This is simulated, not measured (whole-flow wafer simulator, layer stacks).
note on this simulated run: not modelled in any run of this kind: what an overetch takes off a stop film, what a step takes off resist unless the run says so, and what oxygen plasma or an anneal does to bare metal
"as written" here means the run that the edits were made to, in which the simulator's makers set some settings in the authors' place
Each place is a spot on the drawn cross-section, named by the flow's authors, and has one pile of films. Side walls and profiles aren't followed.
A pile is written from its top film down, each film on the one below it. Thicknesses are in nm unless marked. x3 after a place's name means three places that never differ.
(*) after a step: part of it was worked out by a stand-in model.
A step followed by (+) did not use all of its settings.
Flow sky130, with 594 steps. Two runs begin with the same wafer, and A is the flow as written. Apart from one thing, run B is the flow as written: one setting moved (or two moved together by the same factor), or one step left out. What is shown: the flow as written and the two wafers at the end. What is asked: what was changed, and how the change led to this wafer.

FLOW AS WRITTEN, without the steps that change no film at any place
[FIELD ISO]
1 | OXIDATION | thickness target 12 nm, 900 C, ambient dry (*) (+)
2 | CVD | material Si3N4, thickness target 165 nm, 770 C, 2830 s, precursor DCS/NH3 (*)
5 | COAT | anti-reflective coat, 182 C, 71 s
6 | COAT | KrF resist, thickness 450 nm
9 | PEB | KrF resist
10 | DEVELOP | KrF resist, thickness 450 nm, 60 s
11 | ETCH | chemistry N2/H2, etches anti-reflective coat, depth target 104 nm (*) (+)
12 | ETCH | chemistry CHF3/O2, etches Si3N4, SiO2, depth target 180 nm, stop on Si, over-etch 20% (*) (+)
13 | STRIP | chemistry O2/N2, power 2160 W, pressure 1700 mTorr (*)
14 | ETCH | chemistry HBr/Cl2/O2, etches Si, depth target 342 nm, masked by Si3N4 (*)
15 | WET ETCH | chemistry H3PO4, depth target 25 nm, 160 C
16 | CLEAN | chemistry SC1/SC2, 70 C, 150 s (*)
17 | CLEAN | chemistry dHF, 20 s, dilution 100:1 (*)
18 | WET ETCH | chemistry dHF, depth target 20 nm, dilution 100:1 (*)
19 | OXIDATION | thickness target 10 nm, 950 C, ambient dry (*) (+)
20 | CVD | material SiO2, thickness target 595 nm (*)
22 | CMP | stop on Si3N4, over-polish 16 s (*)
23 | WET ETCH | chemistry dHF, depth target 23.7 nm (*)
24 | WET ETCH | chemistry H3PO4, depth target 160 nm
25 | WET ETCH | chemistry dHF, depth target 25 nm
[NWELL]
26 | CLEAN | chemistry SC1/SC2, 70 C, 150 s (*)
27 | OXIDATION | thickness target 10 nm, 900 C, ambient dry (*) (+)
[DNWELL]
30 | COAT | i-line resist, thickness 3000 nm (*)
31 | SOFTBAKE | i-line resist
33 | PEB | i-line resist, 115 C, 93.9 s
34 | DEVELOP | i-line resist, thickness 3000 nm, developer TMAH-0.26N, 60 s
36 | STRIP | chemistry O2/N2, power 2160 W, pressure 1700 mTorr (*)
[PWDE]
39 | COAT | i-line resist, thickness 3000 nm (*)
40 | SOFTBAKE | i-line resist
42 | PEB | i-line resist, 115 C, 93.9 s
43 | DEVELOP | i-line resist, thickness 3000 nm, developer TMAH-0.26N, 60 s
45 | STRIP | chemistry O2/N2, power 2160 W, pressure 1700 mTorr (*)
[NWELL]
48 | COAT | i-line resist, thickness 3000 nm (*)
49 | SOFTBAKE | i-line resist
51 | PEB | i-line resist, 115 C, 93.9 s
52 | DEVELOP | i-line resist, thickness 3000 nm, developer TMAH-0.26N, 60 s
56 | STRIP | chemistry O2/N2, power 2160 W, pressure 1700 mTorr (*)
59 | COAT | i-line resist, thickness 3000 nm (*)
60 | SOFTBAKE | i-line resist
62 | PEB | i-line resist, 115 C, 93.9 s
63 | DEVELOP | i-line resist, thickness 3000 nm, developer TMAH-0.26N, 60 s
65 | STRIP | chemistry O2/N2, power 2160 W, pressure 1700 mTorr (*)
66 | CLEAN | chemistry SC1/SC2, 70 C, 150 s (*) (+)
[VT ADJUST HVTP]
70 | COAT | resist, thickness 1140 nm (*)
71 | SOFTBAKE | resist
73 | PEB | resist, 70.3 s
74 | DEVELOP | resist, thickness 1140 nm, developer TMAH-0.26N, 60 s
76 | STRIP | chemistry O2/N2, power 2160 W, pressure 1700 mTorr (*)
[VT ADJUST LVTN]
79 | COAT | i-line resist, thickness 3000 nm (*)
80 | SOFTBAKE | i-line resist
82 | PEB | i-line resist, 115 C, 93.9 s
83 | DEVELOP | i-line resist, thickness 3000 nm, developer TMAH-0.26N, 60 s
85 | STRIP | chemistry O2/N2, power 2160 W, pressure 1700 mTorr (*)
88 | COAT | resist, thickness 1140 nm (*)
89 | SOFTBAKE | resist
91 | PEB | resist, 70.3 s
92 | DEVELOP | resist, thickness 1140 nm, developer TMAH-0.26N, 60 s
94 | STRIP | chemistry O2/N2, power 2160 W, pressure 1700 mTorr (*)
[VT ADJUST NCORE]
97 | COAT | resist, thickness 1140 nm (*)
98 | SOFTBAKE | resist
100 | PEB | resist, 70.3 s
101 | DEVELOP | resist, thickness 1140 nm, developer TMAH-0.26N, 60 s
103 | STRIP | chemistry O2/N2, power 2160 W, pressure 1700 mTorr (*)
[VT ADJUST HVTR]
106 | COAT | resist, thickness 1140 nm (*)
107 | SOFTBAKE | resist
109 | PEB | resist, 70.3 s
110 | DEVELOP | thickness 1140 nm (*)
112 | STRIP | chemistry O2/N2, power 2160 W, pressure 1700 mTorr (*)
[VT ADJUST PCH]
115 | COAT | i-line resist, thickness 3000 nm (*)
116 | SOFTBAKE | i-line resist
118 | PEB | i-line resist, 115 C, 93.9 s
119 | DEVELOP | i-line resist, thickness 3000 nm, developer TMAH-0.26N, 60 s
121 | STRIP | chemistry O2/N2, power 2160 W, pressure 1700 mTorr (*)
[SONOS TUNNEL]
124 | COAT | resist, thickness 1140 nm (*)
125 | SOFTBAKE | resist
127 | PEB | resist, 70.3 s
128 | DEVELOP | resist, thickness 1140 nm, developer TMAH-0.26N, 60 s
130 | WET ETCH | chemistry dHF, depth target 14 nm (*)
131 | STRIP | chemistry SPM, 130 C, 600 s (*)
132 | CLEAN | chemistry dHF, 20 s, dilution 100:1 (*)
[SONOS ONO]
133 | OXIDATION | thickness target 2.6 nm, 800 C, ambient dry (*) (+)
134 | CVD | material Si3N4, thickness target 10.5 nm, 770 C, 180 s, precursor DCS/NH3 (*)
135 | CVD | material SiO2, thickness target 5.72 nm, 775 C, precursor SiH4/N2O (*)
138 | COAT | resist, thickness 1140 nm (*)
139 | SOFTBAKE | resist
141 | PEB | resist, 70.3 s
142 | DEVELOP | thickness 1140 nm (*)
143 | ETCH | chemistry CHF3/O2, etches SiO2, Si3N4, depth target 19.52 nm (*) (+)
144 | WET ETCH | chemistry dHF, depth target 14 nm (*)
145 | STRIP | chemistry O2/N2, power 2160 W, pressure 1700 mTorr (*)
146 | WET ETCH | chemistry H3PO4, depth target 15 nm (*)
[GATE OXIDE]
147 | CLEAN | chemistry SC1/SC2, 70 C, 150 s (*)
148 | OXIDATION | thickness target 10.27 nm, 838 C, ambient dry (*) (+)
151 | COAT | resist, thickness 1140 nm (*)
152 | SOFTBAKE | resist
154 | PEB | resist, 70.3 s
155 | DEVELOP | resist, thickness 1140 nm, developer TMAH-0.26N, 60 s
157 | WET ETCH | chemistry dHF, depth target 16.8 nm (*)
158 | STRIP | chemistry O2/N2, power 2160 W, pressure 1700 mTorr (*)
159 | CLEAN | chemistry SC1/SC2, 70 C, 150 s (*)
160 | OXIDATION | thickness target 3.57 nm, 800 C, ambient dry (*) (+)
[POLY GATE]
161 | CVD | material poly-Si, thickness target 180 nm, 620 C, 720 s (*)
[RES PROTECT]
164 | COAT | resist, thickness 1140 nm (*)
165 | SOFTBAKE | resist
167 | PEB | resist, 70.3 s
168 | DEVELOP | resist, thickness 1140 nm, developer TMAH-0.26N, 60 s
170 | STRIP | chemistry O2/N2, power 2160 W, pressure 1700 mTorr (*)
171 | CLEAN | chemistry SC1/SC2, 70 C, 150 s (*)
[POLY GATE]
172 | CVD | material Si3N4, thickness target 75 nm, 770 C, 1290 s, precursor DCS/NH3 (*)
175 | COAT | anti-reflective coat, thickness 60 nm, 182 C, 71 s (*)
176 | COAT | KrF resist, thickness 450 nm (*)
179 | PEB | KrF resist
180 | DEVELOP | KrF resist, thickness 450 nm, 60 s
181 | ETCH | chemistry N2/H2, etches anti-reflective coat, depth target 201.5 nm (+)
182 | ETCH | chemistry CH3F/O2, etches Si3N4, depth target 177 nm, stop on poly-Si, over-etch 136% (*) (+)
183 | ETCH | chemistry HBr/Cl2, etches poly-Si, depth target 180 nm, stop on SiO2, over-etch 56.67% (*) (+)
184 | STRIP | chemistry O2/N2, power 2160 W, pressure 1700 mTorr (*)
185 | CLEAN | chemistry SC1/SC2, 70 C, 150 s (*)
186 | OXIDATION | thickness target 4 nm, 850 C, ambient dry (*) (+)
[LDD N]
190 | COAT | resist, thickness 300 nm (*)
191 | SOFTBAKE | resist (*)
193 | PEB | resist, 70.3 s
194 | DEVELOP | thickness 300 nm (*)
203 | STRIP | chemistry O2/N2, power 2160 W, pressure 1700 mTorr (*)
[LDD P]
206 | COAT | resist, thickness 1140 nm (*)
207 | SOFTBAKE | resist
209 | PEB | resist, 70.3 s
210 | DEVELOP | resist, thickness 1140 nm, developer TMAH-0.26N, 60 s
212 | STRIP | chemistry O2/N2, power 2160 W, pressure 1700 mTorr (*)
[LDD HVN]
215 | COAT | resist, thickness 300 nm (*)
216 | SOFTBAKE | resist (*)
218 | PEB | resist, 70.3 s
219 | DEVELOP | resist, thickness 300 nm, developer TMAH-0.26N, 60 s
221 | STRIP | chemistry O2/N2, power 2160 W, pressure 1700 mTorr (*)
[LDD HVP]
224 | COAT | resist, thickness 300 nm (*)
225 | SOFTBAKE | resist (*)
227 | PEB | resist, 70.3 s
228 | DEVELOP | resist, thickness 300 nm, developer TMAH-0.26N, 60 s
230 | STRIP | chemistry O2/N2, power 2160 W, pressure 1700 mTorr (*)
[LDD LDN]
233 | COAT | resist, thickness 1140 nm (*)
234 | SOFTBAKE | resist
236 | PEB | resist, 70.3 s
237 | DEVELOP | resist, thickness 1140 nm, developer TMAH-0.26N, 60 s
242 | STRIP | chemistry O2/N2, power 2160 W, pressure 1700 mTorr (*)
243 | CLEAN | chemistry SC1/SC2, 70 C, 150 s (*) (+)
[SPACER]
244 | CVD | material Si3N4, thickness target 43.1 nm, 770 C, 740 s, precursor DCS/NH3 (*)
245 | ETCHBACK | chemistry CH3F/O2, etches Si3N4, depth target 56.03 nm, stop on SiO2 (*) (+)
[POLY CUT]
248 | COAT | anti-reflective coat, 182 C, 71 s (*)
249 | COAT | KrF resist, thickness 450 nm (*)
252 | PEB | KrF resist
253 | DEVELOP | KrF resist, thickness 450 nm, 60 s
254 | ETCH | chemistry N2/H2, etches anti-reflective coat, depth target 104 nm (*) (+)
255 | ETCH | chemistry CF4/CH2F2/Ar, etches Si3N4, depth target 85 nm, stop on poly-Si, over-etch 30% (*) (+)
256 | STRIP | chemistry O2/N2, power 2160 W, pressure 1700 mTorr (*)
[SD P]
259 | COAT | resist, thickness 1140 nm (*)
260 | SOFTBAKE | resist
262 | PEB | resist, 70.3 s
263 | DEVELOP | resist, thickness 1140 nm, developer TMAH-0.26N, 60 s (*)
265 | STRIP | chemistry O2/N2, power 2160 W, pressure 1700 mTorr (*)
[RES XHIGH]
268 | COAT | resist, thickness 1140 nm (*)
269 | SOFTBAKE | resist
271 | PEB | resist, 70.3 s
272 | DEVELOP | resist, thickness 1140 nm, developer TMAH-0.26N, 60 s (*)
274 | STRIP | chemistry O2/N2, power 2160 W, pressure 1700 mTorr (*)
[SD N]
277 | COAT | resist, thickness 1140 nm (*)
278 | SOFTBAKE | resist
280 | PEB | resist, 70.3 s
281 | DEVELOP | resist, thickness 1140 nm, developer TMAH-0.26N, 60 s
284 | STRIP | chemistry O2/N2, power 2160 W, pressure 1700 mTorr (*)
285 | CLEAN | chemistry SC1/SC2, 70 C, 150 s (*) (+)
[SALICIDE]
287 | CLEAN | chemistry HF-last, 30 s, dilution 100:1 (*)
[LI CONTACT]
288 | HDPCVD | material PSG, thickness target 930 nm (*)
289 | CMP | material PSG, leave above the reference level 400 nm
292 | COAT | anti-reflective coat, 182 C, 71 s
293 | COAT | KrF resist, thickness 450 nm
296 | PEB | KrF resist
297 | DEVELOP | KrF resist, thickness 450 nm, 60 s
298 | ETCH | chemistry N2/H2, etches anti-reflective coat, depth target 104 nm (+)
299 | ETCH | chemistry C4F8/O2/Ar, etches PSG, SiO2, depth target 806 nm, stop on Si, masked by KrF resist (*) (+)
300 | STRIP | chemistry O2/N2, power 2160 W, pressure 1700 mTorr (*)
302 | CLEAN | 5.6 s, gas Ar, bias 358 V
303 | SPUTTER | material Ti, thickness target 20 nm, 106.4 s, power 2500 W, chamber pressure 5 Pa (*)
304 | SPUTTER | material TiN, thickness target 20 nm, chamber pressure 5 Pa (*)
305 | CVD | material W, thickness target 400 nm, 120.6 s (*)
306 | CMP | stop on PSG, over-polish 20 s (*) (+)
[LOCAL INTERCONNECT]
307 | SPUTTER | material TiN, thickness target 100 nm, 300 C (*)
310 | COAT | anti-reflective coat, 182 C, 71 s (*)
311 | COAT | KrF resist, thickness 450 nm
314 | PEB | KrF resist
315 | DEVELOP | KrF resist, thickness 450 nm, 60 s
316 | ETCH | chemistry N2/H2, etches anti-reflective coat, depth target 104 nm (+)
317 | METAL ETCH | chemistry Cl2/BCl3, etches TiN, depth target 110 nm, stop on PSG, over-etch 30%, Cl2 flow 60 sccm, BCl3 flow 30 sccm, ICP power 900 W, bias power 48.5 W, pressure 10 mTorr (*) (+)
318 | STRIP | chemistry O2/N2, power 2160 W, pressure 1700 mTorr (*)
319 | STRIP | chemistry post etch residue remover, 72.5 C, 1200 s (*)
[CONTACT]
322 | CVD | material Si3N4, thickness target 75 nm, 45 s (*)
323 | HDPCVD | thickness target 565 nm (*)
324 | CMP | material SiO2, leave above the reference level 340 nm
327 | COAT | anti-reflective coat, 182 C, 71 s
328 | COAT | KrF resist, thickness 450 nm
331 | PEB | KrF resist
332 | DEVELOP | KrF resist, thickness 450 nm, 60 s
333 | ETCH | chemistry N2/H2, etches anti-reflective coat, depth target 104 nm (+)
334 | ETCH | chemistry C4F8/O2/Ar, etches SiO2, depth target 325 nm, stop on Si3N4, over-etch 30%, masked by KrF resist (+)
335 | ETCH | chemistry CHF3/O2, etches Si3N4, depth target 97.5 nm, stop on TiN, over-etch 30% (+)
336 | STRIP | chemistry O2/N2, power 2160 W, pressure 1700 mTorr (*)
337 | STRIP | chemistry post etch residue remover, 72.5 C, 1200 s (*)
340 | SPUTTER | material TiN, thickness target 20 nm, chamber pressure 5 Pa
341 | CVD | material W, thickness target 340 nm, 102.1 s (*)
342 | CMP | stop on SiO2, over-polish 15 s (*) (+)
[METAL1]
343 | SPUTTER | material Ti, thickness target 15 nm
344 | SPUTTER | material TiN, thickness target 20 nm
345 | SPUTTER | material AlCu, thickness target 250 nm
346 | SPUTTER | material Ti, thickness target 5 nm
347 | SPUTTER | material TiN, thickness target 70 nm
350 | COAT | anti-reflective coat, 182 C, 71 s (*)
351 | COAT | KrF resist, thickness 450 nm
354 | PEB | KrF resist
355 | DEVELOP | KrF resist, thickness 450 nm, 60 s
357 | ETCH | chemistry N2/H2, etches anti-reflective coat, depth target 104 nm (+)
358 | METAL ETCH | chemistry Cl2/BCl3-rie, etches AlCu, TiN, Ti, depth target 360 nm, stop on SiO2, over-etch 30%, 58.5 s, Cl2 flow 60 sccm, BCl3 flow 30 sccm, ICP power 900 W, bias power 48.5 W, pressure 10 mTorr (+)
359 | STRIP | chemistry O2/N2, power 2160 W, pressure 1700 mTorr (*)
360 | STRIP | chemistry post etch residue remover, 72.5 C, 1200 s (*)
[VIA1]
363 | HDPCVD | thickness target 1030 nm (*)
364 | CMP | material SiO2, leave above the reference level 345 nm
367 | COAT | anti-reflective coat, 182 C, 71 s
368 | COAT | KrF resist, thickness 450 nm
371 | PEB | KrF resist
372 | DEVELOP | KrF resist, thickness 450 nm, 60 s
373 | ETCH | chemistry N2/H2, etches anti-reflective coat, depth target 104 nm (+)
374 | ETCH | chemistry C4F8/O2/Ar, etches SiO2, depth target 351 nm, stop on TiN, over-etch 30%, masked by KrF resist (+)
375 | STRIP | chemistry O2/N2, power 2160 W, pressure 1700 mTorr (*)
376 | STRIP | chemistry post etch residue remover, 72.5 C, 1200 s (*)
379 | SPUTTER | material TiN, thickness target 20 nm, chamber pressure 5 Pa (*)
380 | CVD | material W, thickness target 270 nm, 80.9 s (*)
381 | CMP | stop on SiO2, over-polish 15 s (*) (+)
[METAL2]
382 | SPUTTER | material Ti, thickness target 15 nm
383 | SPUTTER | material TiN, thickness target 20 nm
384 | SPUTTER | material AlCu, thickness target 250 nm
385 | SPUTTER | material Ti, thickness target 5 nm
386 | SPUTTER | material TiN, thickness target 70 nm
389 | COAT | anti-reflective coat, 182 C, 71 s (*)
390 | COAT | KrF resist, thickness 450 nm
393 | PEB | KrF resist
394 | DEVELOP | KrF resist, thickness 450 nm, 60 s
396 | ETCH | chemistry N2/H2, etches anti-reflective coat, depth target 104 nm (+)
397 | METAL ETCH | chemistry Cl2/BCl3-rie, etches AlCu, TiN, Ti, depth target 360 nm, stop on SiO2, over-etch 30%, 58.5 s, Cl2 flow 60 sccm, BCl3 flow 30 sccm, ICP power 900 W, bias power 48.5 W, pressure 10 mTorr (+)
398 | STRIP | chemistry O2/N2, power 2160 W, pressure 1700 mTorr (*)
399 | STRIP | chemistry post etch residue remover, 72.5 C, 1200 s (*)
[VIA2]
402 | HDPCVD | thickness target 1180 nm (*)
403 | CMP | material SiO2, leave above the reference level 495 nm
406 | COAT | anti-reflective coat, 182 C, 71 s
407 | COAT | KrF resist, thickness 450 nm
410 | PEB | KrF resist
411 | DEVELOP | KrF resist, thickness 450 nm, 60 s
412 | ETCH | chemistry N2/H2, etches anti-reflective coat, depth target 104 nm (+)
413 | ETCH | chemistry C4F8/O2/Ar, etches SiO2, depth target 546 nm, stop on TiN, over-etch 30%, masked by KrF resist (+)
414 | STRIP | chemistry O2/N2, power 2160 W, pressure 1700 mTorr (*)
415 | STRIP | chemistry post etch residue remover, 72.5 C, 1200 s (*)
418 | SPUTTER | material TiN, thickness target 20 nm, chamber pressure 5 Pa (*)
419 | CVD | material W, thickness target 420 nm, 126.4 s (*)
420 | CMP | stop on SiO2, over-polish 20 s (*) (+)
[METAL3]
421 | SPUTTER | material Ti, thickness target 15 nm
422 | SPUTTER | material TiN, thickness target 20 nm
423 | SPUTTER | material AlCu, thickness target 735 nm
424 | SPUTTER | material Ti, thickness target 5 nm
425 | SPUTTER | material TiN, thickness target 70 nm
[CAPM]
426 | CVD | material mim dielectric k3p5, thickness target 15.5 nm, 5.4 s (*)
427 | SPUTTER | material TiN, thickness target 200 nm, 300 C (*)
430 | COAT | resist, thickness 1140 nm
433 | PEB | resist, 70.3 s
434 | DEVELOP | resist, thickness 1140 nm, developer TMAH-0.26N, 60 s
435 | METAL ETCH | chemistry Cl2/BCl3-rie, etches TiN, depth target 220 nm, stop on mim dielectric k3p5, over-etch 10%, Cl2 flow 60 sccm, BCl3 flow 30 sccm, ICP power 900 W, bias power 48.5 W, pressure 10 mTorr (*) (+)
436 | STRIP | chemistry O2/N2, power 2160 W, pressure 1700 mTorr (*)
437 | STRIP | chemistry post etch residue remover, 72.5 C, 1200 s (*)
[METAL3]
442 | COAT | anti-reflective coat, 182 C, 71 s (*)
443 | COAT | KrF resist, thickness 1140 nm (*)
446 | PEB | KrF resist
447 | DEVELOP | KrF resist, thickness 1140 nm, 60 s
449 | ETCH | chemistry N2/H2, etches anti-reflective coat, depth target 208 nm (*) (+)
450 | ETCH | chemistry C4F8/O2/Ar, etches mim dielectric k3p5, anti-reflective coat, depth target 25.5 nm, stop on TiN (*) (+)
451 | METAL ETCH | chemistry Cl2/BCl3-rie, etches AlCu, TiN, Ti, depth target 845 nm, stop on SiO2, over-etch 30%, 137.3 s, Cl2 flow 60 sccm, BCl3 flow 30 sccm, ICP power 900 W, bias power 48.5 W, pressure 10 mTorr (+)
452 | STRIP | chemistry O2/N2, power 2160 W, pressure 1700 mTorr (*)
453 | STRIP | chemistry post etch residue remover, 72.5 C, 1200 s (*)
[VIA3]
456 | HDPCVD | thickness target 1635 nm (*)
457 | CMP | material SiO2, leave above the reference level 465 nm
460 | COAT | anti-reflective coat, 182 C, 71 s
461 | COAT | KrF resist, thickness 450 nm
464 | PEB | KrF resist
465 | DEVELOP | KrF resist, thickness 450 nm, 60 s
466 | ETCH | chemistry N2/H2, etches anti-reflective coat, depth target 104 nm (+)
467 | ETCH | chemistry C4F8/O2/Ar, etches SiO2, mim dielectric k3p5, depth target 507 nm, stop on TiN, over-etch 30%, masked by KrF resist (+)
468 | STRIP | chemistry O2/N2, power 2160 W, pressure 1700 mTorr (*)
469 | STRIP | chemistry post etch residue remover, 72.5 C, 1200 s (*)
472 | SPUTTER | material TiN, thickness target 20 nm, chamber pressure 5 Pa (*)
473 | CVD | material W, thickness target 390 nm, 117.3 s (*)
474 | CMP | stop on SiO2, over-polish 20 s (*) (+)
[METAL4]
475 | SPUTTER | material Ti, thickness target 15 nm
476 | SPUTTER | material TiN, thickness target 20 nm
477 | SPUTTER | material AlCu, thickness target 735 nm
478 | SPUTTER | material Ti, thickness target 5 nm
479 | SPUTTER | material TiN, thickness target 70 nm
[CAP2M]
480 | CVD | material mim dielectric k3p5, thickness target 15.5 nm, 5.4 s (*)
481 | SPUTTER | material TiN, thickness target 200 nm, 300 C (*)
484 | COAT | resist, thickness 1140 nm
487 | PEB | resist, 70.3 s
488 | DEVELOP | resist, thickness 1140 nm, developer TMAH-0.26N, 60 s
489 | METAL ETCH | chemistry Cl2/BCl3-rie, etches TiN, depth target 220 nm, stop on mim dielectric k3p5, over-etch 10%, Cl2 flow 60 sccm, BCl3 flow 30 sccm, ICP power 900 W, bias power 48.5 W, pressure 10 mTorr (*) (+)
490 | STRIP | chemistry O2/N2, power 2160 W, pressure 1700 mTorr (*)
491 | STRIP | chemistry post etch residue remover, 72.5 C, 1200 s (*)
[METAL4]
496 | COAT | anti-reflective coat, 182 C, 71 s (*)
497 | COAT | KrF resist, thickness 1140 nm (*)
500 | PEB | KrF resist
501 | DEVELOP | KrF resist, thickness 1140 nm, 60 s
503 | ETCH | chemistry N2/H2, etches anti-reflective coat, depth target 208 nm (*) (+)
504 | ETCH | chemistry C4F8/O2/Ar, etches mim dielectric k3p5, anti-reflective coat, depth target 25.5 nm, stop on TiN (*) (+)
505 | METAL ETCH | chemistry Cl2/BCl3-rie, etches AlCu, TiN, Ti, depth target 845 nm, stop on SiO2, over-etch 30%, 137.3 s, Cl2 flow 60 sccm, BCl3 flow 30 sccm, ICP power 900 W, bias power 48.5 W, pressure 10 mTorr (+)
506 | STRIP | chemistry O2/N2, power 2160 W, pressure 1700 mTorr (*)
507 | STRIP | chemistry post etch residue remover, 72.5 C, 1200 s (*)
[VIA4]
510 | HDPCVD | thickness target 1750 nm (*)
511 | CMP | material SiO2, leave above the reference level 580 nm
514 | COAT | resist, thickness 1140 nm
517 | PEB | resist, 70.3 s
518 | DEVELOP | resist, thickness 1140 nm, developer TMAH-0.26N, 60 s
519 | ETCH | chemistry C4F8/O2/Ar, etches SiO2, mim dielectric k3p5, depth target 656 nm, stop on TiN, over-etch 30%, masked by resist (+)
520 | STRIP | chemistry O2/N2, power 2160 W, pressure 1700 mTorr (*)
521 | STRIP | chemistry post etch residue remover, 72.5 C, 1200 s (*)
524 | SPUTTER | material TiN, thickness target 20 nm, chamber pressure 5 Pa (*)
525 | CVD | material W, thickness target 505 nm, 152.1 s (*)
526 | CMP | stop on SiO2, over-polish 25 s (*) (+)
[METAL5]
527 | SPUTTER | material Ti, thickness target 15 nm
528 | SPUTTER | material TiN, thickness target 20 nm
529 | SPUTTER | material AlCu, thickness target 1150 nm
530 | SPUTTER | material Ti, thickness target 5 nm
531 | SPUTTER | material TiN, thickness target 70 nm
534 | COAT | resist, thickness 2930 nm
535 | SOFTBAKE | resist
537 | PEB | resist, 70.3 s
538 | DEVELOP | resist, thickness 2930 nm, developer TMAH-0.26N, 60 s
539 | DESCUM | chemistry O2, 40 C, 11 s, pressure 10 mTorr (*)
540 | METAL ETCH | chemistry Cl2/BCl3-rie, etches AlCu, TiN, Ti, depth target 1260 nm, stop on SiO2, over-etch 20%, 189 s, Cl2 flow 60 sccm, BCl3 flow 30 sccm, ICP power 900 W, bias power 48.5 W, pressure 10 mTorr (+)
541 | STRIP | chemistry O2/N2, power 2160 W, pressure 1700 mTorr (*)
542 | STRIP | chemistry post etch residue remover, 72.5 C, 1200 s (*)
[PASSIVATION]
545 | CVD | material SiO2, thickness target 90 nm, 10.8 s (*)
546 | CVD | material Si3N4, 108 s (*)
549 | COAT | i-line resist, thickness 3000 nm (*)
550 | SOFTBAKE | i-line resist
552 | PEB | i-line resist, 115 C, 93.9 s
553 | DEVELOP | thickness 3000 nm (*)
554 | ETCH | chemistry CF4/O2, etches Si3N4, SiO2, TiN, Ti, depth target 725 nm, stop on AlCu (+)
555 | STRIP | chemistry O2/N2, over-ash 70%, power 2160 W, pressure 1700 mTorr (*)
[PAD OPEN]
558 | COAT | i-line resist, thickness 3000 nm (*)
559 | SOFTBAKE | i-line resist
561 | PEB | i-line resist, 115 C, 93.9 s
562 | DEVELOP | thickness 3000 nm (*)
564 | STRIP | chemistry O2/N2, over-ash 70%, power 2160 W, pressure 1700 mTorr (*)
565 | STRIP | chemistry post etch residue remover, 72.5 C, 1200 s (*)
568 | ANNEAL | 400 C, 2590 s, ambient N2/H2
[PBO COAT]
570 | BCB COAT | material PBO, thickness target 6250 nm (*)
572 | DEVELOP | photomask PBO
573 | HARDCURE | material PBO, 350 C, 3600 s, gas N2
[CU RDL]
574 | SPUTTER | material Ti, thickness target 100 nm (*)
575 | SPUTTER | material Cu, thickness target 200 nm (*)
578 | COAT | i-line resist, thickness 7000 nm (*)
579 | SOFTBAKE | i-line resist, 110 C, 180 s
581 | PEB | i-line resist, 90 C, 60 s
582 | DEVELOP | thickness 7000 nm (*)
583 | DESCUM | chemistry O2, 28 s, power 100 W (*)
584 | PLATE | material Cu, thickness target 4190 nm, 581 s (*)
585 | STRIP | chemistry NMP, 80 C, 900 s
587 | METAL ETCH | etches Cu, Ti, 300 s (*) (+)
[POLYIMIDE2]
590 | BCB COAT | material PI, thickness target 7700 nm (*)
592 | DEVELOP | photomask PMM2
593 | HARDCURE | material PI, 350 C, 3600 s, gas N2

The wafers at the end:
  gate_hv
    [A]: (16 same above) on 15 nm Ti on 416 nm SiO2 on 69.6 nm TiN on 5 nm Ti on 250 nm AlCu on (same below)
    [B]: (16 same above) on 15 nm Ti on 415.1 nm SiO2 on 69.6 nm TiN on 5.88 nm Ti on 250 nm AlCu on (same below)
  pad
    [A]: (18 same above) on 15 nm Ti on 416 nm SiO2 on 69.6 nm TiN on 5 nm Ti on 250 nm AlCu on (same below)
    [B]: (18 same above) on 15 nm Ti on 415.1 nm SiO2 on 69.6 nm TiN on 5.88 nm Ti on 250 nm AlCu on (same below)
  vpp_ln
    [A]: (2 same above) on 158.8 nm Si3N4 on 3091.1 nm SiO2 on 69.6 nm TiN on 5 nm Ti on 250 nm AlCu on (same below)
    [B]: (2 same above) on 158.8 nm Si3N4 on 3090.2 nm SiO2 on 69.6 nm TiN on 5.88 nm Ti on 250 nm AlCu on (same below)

What caused this: step 385, SPUTTER: thickness target 5.88 nm was run, though the flow has thickness target 5 nm.
One can read it off the wafer: gate_hv has Ti 5.88, and step 385 as written asks for 5 nm.

Step by step, how the change led to this:
  385 | SPUTTER | material Ti, thickness target 5 nm
      field, active, n_well and 188 more: A Ti gains 5 (new film) | B Ti gains 5.88 (new film)
  397 | METAL ETCH | chemistry Cl2/BCl3-rie, etches AlCu, TiN, Ti, depth target 360 nm, stop on SiO2, over-etch 30%, 58.5 s, Cl2 flow 60 sccm, BCl3 flow 30 sccm, ICP power 900 W, bias power 48.5 W, pressure 10 mTorr (+)
      field, active, gate and 82 more: A TiN loses 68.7 (all of it), Ti loses 5 (all of it), AlCu loses 250 (all of it), TiN loses 20 (all of it), Ti loses 15 (all of it), SiO2 loses 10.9 | B TiN loses 68.7 (all of it), Ti loses 5.88 (all of it), AlCu loses 250 (all of it), TiN loses 20 (all of it), Ti loses 15 (all of it), SiO2 loses 10.8
